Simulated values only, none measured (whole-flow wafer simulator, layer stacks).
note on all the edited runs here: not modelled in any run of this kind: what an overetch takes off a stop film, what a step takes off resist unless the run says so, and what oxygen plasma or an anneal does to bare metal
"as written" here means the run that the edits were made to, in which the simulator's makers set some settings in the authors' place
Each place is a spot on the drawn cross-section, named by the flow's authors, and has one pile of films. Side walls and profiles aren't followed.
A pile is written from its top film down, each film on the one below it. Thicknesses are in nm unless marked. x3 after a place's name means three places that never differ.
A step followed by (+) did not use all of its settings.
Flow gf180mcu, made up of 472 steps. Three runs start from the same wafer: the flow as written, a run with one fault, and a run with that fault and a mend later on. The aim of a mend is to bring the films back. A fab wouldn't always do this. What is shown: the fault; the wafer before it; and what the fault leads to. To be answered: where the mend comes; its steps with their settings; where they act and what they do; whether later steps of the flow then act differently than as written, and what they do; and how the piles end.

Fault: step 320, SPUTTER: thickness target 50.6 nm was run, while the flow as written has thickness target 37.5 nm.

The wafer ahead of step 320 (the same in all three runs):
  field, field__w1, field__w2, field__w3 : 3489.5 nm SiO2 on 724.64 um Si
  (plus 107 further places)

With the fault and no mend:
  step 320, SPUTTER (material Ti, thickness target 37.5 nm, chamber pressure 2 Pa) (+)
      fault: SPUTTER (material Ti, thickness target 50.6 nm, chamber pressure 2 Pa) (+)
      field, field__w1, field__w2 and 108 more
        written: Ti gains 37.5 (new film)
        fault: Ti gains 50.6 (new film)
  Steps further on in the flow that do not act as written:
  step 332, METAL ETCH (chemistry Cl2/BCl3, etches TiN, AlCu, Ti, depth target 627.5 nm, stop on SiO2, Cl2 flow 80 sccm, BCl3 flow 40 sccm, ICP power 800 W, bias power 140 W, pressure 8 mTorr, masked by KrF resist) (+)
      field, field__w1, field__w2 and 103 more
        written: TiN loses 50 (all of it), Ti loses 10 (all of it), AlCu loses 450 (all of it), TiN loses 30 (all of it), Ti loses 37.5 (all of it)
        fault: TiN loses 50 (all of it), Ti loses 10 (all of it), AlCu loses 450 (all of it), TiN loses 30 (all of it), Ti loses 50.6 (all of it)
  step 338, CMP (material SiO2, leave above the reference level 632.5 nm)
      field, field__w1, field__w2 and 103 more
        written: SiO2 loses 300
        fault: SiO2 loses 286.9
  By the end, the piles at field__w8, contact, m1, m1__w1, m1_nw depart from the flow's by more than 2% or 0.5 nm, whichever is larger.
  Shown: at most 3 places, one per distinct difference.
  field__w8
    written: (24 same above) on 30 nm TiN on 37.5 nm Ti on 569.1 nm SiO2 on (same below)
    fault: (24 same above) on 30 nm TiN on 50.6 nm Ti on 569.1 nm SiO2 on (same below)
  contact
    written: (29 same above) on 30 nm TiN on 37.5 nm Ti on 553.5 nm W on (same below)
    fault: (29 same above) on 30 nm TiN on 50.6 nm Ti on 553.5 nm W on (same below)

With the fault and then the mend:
  The mend follows step 320.
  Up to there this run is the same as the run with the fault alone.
  step 320a, METAL ETCH (chemistry Cl2/BCl3, etches TiN, AlCu, Ti, depth target 13.1 nm, Cl2 flow 80 sccm, BCl3 flow 40 sccm, ICP power 800 W, bias power 140 W, pressure 8 mTorr) (the flow's step 260, run once more with other settings)
      field, field__w1, field__w2 and 108 more
        Ti loses 13.1
  Every later step of the flow that is run acts as written at every place that is followed.
  The piles end the same as the flow's at every place that both follow.
